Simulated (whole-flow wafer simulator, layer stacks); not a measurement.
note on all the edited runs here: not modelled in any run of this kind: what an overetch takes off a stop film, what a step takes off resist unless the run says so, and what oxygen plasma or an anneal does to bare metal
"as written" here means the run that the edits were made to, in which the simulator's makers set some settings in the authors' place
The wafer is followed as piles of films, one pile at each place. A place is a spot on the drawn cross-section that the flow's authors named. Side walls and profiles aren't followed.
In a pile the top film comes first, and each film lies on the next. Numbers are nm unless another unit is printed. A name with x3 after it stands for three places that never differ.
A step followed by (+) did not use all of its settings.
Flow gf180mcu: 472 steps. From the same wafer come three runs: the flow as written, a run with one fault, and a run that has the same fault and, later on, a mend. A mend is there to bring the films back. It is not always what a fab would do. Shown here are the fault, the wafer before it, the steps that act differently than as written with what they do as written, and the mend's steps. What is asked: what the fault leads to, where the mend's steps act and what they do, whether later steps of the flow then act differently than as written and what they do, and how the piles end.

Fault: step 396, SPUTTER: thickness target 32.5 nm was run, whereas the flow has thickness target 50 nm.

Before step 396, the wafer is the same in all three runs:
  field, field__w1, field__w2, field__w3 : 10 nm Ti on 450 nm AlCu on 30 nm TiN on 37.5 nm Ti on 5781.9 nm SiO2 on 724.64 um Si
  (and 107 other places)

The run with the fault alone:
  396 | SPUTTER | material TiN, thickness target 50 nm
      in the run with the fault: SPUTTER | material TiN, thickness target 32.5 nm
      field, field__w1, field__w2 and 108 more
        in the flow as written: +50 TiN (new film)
        in the run with the fault: +32.5 TiN (new film)
  Later steps of the flow acting differently than as written (not shown: 1 more step that differs only slightly, by at most 2% or 0.5 nm, whichever is larger):
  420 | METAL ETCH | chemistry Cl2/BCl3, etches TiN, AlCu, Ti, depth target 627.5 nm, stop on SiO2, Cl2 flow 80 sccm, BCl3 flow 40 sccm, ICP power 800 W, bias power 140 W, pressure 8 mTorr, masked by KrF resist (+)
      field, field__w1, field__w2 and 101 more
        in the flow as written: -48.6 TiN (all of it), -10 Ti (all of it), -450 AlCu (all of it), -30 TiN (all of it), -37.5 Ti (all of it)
        in the run with the fault: -31.1 TiN (all of it), -10 Ti (all of it), -450 AlCu (all of it), -30 TiN (all of it), -37.5 Ti (all of it)
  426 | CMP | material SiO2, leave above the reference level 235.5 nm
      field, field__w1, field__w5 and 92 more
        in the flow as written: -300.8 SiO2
        in the run with the fault: -318.3 SiO2
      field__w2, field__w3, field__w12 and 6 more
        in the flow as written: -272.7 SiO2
        in the run with the fault: -291 SiO2
  By the end, the piles at field__w4, field__w8, contact, m1, m1__w1, mim, mim_1p0, m1_nw depart from the flow's by more than 2% or 0.5 nm, whichever is larger.
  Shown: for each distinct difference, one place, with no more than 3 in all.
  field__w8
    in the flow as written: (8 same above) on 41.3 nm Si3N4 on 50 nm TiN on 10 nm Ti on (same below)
    in the run with the fault: (8 same above) on 41.3 nm Si3N4 on 32.5 nm TiN on 10 nm Ti on (same below)
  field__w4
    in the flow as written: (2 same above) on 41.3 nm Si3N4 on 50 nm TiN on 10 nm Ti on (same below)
    in the run with the fault: (2 same above) on 41.3 nm Si3N4 on 32.5 nm TiN on 10 nm Ti on (same below)
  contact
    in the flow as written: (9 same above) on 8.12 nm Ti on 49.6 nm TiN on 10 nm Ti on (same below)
    in the run with the fault: (9 same above) on 8.12 nm Ti on 32.1 nm TiN on 10 nm Ti on (same below)

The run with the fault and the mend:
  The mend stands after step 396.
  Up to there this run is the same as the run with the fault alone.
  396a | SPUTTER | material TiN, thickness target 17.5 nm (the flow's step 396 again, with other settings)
      field, field__w1, field__w2 and 108 more
        +17.5 TiN
  Every later step of the flow that is run acts as written at every place that is followed.
  At every place that both follow, the piles at the end match the flow's.
